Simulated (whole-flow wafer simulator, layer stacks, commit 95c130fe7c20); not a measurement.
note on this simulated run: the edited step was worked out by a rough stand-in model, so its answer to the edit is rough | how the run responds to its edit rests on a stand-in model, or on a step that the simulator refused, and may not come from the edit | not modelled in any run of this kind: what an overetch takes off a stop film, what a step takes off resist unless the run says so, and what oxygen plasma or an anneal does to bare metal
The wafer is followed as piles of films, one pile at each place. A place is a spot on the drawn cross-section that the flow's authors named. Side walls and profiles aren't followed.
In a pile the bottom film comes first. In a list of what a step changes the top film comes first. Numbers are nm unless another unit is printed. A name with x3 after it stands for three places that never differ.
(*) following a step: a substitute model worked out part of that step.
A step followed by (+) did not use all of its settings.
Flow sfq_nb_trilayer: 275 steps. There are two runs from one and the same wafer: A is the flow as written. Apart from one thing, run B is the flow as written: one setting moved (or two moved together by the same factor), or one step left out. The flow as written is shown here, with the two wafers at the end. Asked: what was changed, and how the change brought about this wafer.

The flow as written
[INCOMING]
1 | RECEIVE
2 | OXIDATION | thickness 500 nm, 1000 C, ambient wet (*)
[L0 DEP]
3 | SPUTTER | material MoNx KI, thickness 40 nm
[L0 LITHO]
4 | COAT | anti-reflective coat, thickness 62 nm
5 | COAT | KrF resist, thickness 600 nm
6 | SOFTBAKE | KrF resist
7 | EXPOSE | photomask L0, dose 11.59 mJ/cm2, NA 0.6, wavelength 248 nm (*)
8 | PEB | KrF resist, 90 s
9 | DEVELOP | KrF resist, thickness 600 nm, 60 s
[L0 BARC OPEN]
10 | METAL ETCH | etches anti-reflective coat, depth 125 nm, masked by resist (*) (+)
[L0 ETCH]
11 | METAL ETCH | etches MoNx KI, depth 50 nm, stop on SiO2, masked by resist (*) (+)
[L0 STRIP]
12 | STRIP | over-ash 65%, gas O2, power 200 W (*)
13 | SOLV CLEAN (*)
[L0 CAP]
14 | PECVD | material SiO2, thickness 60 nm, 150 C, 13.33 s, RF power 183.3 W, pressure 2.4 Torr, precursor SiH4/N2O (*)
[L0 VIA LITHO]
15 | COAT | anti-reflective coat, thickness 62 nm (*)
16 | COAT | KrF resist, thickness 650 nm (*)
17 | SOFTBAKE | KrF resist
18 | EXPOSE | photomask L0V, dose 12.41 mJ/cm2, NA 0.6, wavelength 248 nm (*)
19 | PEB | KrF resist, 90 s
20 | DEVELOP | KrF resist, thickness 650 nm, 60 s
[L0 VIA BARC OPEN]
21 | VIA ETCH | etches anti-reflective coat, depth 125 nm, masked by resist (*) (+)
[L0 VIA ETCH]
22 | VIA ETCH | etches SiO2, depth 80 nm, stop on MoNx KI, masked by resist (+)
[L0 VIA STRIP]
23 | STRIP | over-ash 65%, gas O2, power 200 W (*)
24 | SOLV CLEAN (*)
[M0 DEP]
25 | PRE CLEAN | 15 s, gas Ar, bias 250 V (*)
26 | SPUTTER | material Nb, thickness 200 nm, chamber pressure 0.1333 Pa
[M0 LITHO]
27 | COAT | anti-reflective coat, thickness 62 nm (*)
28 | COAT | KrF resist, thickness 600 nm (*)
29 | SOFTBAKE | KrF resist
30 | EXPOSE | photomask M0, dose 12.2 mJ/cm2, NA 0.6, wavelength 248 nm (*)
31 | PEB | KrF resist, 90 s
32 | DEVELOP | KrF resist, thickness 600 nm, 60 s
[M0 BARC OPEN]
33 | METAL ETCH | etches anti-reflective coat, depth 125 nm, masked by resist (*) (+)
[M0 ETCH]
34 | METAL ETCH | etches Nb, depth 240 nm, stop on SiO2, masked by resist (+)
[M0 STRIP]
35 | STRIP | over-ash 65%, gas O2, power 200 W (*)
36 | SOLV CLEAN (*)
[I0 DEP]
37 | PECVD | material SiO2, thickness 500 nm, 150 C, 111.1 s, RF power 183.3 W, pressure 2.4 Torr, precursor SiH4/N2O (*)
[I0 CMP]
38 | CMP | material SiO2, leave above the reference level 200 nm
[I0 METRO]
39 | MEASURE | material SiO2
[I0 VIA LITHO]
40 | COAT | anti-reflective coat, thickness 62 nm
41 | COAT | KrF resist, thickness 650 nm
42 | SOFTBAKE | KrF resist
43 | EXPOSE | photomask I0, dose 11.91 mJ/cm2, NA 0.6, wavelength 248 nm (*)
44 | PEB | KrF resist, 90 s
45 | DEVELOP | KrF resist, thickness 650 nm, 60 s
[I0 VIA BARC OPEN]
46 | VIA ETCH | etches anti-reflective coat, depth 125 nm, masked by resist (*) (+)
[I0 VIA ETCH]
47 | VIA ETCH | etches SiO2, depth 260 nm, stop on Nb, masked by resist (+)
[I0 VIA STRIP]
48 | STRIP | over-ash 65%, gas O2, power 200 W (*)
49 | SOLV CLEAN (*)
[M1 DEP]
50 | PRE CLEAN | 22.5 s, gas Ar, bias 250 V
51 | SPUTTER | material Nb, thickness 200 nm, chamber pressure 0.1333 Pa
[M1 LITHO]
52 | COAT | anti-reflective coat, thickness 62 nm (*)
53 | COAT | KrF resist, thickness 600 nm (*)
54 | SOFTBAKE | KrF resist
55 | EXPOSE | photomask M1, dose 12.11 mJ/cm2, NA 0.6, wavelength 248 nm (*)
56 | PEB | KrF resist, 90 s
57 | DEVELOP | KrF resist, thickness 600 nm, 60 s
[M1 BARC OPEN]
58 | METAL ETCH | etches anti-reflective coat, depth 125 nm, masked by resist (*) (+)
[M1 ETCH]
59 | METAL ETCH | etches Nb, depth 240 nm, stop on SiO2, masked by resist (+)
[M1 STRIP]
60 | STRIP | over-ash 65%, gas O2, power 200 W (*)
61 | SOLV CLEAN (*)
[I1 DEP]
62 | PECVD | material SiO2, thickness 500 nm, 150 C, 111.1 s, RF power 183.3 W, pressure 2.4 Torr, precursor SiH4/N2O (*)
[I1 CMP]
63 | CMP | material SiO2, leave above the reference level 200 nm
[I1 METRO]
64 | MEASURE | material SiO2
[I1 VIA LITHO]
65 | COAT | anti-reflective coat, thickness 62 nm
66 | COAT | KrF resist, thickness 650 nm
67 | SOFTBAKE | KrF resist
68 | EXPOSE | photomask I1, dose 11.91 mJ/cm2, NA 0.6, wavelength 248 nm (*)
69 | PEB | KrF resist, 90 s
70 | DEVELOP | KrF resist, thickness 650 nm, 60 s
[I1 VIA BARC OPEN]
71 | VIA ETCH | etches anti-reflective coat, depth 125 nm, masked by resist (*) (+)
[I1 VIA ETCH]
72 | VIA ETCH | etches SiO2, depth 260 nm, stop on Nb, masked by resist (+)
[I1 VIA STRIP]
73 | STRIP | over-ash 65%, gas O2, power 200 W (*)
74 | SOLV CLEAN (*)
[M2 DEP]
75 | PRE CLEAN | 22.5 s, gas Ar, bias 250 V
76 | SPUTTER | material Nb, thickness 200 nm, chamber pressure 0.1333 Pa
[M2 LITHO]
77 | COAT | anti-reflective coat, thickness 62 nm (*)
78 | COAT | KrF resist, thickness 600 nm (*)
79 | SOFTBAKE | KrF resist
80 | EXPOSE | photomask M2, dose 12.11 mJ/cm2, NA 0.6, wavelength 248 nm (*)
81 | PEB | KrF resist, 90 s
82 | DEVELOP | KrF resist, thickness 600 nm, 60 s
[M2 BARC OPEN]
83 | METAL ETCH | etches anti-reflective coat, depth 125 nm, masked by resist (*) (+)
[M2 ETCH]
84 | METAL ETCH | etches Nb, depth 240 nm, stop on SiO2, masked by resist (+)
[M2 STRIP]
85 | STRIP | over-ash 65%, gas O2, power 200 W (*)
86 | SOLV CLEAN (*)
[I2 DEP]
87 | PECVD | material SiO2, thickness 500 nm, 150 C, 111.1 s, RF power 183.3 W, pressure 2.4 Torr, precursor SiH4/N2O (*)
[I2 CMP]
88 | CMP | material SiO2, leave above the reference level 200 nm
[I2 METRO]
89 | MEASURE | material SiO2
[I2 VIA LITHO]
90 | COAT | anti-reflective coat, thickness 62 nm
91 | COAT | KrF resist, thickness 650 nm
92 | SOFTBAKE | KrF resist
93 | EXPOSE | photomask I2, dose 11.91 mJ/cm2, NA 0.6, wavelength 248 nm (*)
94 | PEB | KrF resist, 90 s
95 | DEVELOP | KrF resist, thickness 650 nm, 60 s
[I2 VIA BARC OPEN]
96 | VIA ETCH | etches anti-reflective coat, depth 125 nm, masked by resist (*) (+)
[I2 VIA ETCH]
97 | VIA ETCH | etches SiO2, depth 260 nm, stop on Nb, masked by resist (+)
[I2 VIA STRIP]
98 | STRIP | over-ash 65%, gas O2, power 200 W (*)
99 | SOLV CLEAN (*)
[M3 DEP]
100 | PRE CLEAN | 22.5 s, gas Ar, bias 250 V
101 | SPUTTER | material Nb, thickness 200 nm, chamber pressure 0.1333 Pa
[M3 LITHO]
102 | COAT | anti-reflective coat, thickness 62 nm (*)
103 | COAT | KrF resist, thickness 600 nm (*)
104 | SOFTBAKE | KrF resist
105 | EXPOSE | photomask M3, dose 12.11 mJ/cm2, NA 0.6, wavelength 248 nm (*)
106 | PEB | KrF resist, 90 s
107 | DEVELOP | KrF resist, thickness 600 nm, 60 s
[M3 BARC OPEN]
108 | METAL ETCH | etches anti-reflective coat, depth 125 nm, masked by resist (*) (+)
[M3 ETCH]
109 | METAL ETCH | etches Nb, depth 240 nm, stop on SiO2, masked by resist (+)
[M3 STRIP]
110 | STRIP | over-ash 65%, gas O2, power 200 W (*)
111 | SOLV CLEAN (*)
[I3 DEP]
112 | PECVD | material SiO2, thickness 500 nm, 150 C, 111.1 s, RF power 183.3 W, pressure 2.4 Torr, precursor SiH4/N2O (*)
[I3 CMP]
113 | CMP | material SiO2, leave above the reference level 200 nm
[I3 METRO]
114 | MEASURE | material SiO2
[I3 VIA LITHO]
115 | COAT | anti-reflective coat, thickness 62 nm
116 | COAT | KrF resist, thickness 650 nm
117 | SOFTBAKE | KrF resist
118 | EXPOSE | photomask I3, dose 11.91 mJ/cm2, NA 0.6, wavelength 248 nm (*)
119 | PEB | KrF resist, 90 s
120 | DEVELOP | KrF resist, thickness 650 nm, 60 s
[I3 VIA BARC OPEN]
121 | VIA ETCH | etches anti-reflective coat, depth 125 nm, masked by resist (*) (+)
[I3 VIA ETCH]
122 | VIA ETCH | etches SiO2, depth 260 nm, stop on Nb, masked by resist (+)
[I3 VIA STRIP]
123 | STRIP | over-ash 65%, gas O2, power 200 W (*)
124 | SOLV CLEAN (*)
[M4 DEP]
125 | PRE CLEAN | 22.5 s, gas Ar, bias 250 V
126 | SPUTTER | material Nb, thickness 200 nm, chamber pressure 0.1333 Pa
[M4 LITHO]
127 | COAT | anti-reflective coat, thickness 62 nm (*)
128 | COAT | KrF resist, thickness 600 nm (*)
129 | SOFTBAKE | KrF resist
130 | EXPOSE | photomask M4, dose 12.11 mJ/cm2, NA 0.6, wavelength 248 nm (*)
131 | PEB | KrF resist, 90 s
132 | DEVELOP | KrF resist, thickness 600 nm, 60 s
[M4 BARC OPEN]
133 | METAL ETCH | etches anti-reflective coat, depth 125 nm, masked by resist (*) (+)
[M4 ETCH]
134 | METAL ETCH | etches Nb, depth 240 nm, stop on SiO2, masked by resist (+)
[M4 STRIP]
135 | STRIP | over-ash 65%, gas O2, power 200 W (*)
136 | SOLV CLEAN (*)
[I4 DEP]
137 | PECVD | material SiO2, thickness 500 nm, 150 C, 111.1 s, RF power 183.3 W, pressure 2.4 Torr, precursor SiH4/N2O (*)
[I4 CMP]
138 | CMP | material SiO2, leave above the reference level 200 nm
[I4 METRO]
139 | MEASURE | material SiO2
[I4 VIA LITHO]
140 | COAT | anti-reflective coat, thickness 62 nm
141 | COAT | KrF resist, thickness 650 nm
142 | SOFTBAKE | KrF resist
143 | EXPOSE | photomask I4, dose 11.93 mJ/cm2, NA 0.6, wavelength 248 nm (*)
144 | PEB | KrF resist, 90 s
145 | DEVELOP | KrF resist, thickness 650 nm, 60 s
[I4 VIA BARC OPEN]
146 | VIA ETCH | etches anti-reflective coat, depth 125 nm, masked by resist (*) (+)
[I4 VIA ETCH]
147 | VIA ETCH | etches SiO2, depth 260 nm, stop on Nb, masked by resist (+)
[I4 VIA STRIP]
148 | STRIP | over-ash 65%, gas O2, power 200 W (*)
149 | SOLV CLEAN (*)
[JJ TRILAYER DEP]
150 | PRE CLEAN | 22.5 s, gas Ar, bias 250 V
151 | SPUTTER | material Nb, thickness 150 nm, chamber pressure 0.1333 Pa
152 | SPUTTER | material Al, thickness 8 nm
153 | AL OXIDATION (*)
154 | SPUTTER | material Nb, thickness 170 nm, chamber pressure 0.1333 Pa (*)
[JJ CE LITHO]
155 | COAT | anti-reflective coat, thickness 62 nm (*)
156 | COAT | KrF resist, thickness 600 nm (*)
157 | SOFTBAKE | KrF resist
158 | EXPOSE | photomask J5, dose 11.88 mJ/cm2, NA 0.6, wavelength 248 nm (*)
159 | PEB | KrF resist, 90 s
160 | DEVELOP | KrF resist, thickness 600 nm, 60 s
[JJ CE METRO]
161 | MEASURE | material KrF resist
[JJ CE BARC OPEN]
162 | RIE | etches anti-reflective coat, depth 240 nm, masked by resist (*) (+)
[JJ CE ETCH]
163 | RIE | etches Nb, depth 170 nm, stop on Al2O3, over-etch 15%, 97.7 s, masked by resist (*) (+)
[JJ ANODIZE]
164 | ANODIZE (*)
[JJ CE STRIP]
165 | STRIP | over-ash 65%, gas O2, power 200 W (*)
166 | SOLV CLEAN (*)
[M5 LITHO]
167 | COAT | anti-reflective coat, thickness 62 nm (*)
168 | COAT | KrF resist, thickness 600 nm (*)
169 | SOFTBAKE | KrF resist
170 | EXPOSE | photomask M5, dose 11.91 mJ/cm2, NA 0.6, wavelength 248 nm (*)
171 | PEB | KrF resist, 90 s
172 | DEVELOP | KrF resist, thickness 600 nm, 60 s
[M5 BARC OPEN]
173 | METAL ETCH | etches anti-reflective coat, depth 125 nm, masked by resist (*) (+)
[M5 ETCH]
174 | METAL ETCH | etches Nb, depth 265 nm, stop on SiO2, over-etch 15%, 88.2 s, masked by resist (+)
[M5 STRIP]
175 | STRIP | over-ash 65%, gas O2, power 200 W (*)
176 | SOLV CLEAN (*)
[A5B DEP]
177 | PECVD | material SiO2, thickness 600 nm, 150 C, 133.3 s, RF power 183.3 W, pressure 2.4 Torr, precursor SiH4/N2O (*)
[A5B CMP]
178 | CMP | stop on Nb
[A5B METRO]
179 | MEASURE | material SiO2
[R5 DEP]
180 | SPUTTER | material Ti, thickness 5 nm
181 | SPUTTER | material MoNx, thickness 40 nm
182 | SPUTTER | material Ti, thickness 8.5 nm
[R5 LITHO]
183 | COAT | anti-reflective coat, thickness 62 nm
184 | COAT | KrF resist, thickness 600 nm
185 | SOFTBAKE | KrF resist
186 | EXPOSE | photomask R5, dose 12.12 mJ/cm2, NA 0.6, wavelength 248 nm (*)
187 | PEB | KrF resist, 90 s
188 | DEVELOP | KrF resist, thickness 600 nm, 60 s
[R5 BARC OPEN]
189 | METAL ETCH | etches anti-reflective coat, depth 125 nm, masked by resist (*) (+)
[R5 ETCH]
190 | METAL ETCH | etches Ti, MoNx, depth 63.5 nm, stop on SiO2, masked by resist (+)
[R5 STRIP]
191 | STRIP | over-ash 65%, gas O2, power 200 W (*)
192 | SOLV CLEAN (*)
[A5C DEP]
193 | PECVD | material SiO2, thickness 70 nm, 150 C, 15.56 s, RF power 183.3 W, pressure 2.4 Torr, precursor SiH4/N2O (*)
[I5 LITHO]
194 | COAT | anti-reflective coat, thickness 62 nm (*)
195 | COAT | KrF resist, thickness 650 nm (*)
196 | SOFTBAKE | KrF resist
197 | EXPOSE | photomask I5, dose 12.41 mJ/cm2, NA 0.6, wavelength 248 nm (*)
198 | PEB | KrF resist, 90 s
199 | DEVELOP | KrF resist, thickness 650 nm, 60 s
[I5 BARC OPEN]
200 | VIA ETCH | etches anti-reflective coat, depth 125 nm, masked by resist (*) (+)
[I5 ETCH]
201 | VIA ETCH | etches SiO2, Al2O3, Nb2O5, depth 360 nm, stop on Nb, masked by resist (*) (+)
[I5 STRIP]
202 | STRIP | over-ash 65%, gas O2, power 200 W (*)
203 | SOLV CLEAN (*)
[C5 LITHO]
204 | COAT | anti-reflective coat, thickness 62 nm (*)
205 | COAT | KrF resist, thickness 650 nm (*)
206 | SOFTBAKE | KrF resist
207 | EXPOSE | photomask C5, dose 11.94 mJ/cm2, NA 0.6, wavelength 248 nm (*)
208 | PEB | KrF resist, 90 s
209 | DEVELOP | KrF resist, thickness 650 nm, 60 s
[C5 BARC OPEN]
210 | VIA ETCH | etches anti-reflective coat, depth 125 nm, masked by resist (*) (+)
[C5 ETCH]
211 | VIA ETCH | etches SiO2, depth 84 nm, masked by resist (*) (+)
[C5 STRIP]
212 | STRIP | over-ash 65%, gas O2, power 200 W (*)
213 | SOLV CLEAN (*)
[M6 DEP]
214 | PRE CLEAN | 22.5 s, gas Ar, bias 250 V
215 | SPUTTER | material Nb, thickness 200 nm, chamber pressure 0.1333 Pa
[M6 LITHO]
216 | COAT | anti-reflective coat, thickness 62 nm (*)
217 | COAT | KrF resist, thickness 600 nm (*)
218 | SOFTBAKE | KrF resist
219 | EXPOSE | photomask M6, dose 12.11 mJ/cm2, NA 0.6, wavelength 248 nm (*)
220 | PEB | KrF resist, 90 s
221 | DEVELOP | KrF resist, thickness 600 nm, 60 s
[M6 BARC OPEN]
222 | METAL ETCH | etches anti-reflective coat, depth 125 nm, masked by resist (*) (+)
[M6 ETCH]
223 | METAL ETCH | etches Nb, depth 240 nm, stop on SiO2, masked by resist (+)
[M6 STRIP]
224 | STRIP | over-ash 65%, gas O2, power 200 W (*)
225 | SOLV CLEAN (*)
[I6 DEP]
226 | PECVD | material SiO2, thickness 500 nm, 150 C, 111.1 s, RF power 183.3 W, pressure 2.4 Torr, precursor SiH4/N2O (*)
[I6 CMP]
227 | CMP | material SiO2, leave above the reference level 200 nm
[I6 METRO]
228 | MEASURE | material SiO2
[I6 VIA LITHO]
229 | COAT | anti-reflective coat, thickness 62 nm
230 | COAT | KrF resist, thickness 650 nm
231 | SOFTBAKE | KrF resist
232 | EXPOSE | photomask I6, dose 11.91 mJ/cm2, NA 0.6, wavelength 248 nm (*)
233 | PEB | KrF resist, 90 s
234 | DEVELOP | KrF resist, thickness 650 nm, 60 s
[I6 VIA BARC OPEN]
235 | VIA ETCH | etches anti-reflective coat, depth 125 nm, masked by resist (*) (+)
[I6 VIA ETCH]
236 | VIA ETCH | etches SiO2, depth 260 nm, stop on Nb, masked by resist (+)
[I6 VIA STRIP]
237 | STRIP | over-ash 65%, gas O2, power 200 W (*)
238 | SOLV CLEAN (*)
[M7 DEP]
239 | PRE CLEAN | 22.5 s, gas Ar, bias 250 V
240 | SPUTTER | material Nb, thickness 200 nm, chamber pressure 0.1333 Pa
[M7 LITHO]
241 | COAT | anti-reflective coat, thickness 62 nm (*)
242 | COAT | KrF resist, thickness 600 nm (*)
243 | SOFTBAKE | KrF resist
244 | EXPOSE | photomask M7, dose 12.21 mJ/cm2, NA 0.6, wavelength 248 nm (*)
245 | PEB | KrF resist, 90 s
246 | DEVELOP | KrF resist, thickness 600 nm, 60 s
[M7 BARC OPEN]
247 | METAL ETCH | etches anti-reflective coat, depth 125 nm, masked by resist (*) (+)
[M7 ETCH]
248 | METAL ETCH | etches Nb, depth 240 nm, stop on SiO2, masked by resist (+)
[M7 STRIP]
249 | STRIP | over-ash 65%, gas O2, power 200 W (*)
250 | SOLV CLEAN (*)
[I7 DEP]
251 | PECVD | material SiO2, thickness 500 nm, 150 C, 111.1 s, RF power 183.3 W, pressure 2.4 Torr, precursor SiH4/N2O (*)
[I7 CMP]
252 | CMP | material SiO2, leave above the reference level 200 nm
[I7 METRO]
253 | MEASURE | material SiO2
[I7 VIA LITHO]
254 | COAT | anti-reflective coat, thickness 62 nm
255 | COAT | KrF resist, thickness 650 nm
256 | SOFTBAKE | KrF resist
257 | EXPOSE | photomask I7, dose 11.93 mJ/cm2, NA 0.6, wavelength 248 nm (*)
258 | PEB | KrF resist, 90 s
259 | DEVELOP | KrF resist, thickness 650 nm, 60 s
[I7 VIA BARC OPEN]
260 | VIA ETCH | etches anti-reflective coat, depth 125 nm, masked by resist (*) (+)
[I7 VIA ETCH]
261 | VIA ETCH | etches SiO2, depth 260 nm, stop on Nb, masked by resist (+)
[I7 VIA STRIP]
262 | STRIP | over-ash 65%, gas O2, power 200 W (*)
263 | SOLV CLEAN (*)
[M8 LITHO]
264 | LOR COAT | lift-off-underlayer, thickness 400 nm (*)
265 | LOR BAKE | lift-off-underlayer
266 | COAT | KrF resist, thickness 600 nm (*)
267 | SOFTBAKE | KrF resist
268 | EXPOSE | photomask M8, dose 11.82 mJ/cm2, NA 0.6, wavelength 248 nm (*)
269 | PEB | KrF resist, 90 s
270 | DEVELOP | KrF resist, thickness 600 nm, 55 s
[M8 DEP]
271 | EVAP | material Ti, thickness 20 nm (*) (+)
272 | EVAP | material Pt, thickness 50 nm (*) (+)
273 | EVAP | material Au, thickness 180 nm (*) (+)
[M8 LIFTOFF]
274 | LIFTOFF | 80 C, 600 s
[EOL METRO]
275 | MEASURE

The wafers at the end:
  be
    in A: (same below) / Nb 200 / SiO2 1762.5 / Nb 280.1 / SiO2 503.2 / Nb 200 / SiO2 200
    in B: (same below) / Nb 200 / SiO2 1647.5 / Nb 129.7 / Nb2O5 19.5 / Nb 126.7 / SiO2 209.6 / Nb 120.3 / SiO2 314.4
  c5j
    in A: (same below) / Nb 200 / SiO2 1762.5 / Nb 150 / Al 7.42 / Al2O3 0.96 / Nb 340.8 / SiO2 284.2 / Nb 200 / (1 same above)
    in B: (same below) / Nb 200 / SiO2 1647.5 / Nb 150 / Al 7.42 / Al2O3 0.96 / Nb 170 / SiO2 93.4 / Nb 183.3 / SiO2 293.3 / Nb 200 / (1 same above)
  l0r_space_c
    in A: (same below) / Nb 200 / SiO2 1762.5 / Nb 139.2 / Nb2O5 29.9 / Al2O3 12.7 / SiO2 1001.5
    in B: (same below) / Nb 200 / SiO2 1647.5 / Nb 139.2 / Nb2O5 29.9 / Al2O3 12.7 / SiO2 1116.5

Cause: step 137, PECVD: thickness 285 nm was run, while the flow as written has thickness 500 nm; step 137, PECVD: 63.33 s was run, where the flow has 111.1 s.

Step by step, how the change led to this:
  137 | PECVD | material SiO2, thickness 500 nm, 150 C, 111.1 s, RF power 183.3 W, pressure 2.4 Torr, precursor SiH4/N2O (*)
      field_l, be, be_sur and 55 more: A +500 SiO2 | B +285 SiO2
      v_sur, via_wl, via_w and 35 more: A +500 SiO2 (new film) | B +285 SiO2 (new film)
      (and at 10 other places as well)
  138 | CMP | material SiO2, leave above the reference level 200 nm
      field_l, be, be_sur and 55 more: A -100 SiO2 | B nothing
      p3_s0, p3_s1, p3_s2, p3_s3, p3_s4, p3_s5: A -157.1 SiO2 | B nothing
      (and at 42 other places as well)
  140 | COAT | anti-reflective coat, thickness 62 nm
      jj_sur, ce_r, sp_r, be_r, r_sur: A +62 anti-reflective coat (new film) | B +63.8 anti-reflective coat (new film)
      ce_l, c5j, res, r_end, moat: A +62 anti-reflective coat (new film) | B +63.9 anti-reflective coat (new film)
      (and at 78 other places as well)
  141 | COAT | KrF resist, thickness 650 nm
      m0r_space_l, m5r_space_l, m5r_space_r, m6r_space_l, m7r_space_l: A +650 KrF resist (new film) | B +664.1 KrF resist (new film)
      m0r_line_l, m6r_line_l, m7r_line_l: A +650 KrF resist (new film) | B +672.8 KrF resist (new film)
      (and at 65 other places as well)
  145 | DEVELOP | KrF resist, thickness 650 nm, 60 s
      via_wl: A -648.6 KrF resist (all of it) | B -602.8 KrF resist (all of it)
      via_w: A -648.6 KrF resist (all of it) | B -608.4 KrF resist (all of it)
      (and at 1 other place as well)
  146 | VIA ETCH | etches anti-reflective coat, depth 125 nm, masked by resist (*) (+)
      field_l, v_sur, via_sp and 100 more: A -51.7 KrF resist | B -44.3 KrF resist
      via_wl: A -62 anti-reflective coat (all of it), -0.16 SiO2 | B -53.1 anti-reflective coat (all of it), -0.13 SiO2
      (and at 2 other places as well)
  148 | STRIP | over-ash 65%, gas O2, power 200 W (*)
      m0r_line_l, m6r_line_l, m7r_line_l: A -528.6 KrF resist (all of it), -62 anti-reflective coat (all of it) | B -558.7 KrF resist (all of it), -63.2 anti-reflective coat (all of it)
      m0r_space_l, m6r_space_l, m7r_space_l: A -528.6 KrF resist (all of it), -62 anti-reflective coat (all of it) | B -550 KrF resist (all of it), -77 anti-reflective coat (all of it)
      (and at 89 other places as well)
  151 | SPUTTER | material Nb, thickness 150 nm, chamber pressure 0.1333 Pa
      lsp_r, l0_sur, l0v: A +150 Nb (new film) | B +146 Nb (new film)
      be, lsp_l: A +150 Nb (new film) | B +141.3 Nb (new film)
      (and at 1 other place as well)
  152 | SPUTTER | material Al, thickness 8 nm
      via_v: A +8 Al (new film) | B +6.36 Al (new film)
  154 | SPUTTER | material Nb, thickness 170 nm, chamber pressure 0.1333 Pa (*)
      lsp_r, l0_sur, l0v: A +170 Nb (new film) | B +165.4 Nb (new film)
      be, lsp_l: A +170 Nb (new film) | B +159.3 Nb (new film)
      (and at 1 other place as well)
  155 | COAT | anti-reflective coat, thickness 62 nm (*)
      m0r_line_l, m0r_line_r, m6r_line_l, m6r_line_r, m7r_line_l, m7r_line_r: A +62 anti-reflective coat (new film) | B +63.4 anti-reflective coat (new film)
      m0r_space_l, m0r_space_r, m6r_space_l, m6r_space_r, m7r_space_l, m7r_space_r: A +62 anti-reflective coat (new film) | B +75.1 anti-reflective coat (new film)
      (and at 84 other places as well)
  156 | COAT | KrF resist, thickness 600 nm (*)
      m0r_line_l, m0r_line_r, m6r_line_l, m6r_line_r, m7r_line_l, m7r_line_r: A +600 KrF resist (new film) | B +620.7 KrF resist (new film)
      m0r_space_l, m0r_space_r, m6r_space_l, m6r_space_r, m7r_space_l, m7r_space_r: A +600 KrF resist (new film) | B +614.4 KrF resist (new film)
      (and at 63 other places as well)
  160 | DEVELOP | KrF resist, thickness 600 nm, 60 s
      m0r_line_l, m0r_line_r, m6r_line_l, m6r_line_r, m7r_line_l, m7r_line_r: A -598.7 KrF resist (all of it) | B -619.4 KrF resist (all of it)
      m0r_space_l, m0r_space_r, m6r_space_l, m6r_space_r, m7r_space_l, m7r_space_r: A -598.7 KrF resist (all of it) | B -613.1 KrF resist (all of it)
      (and at 62 other places as well)
  162 | RIE | etches anti-reflective coat, depth 240 nm, masked by resist (*) (+)
      m0r_line_l, m0r_line_r, m6r_line_l, m6r_line_r, m7r_line_l, m7r_line_r: A -62 anti-reflective coat (all of it) | B -63.4 anti-reflective coat (all of it)
      m0r_space_l, m0r_space_r, m6r_space_l, m6r_space_r, m7r_space_l, m7r_space_r: A -62 anti-reflective coat (all of it) | B -75.1 anti-reflective coat (all of it)
      (and at 84 other places as well)
  163 | RIE | etches Nb, depth 170 nm, stop on Al2O3, over-etch 15%, 97.7 s, masked by resist (*) (+)
      be, lsp_l: A -170 Nb (all of it), -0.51 Al2O3 | B -159.3 Nb (all of it), -0.96 Al2O3 (all of it)
      via_v: A -170 Nb (all of it), -0.51 Al2O3 | B -132.7 Nb (all of it), -0.96 Al2O3 (all of it)
      (and at 3 other places as well)
  164 | ANODIZE (*)
      be, lsp_l: A +12.2 Al2O3, +29.9 Nb2O5 (new film), -7.42 Al (all of it), -10.8 Nb | B +11.5 Al2O3 (new film), +32.1 Nb2O5 (new film), -6.95 Al (all of it), -11.6 Nb
      via_v: A +12.2 Al2O3, +29.9 Nb2O5 (new film), -7.42 Al (all of it), -10.8 Nb | B +9.54 Al2O3 (new film), +35.6 Nb2O5 (new film), -5.78 Al (all of it), -12.8 Nb
      (and at 3 other places as well)
  ... another 46 steps ...
  274 | LIFTOFF | 80 C, 600 s
      be: A -180 Au (all of it), -50 Pt (all of it), -20 Ti (all of it), -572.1 KrF resist (all of it), -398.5 lift-off-underlayer (all of it) | B -180 Au (all of it), -50 Pt (all of it), -20 Ti (all of it), -613.3 KrF resist (all of it), -714.1 lift-off-underlayer (all of it)
      be_sur: A -180 Au (all of it), -50 Pt (all of it), -20 Ti (all of it), -572.6 KrF resist (all of it), -398.9 lift-off-underlayer (all of it) | B -180 Au (all of it), -50 Pt (all of it), -20 Ti (all of it), -587.1 KrF resist (all of it), -366.6 lift-off-underlayer (all of it)
      (and at 1 other place as well)
Taking metal films that touch as one body, be has 4 bodies (between them, from the top down: SiO2 209.6; Nb2O5 19.5; SiO2 1647.5); the flow as written gives 3 bodies (between them, from the top down: SiO2 503.2; SiO2 1762.5).
Taking metal films that touch as one body, c5j has 5 bodies (between them, from the top down: SiO2 293.3; SiO2 93.4; Al2O3 0.96; SiO2 1647.5); the flow as written gives 4 bodies (between them, from the top down: SiO2 284.2; Al2O3 0.96; SiO2 1762.5).
